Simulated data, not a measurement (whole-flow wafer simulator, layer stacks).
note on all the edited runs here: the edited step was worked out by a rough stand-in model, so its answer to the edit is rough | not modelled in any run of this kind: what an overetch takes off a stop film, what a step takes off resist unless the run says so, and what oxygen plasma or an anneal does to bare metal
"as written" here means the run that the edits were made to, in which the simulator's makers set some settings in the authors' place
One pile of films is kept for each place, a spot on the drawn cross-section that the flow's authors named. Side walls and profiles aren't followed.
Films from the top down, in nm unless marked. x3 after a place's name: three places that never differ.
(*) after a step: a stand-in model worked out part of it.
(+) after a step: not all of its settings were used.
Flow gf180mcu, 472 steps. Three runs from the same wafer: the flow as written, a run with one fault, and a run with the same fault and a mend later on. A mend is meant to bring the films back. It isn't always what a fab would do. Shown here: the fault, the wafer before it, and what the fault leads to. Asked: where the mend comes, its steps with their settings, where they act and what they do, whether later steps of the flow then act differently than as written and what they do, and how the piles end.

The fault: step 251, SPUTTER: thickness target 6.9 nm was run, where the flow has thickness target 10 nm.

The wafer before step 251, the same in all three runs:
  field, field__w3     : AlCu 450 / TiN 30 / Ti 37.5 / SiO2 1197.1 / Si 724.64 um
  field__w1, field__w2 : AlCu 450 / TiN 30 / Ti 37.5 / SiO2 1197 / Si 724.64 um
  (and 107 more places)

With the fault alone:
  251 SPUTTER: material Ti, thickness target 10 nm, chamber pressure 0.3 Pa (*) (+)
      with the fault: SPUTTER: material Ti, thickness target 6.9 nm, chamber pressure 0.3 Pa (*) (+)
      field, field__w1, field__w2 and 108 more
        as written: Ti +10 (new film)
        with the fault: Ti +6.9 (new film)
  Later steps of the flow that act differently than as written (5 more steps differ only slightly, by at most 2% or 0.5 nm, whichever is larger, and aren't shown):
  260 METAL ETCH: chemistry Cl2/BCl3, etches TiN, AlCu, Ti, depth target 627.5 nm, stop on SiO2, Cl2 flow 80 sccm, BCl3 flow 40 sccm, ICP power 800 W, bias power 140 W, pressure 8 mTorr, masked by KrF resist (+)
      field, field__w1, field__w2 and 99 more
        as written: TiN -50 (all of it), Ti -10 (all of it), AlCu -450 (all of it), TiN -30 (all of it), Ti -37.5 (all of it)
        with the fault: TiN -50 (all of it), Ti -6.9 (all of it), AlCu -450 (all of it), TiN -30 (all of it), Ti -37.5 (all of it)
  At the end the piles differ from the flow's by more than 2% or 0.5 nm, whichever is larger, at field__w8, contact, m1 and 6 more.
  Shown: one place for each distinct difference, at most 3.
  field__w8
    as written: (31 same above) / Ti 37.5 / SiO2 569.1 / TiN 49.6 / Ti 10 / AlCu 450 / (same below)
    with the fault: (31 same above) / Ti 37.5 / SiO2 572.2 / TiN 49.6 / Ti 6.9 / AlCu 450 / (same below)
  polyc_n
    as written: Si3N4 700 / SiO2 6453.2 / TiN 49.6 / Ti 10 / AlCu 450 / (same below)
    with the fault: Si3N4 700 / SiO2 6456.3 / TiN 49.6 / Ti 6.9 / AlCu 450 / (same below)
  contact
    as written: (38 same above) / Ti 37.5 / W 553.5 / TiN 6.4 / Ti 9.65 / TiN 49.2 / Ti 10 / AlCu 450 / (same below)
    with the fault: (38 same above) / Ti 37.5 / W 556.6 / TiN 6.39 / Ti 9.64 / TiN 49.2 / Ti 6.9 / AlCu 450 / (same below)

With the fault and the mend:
  The mend comes after step 251.
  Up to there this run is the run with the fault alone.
  251a SPUTTER: material Ti, thickness target 3.1 nm, chamber pressure 0.3 Pa (*) (+) (the flow's step 251 once more, with other settings)
      field, field__w1, field__w2 and 108 more
        Ti +3.1
  No later step of the flow acts differently than as written at any place that is followed.
  At the end the piles are the same as the flow's at every place that both follow.
